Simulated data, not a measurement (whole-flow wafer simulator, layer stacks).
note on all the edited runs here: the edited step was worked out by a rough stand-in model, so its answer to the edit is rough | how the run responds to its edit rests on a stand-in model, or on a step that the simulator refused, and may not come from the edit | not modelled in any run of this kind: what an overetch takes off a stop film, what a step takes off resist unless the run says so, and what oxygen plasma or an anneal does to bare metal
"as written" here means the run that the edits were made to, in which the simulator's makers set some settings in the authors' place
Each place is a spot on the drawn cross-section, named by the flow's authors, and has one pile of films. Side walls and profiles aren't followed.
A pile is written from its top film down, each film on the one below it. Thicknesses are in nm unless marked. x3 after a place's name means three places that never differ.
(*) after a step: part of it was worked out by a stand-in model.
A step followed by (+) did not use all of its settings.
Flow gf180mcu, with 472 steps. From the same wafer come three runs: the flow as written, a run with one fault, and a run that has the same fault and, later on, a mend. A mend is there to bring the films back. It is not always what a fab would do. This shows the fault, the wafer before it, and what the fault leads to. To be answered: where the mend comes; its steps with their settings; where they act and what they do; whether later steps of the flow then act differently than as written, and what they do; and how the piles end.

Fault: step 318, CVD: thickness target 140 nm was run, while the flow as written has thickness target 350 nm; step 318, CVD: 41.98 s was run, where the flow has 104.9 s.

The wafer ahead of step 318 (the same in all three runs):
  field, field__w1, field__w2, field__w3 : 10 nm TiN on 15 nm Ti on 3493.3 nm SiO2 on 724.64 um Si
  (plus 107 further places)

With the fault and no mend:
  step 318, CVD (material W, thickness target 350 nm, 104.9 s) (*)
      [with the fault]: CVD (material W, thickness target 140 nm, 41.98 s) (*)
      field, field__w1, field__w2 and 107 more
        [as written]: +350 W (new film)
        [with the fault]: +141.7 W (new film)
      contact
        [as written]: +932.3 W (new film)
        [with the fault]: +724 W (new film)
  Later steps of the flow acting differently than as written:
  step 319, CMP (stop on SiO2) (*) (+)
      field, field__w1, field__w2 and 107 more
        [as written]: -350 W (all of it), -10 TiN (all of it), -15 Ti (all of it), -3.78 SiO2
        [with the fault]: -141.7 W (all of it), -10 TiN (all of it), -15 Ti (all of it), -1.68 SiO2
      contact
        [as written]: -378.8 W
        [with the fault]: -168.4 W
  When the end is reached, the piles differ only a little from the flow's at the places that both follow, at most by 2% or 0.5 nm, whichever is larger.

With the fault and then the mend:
  The mend follows step 318.
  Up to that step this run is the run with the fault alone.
  step 318a, CVD (material W, thickness target 210 nm, 62.97 s) (the flow's step 318 again, with other settings)
      field, field__w1, field__w2 and 108 more
        +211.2 W
  Later steps of the flow that are run all act as written at every place that is followed, up to a difference of at most 2% or 0.5 nm, whichever is larger.
  When the end is reached, the piles differ only a little from the flow's at the places that both follow, at most by 2% or 0.5 nm, whichever is larger.
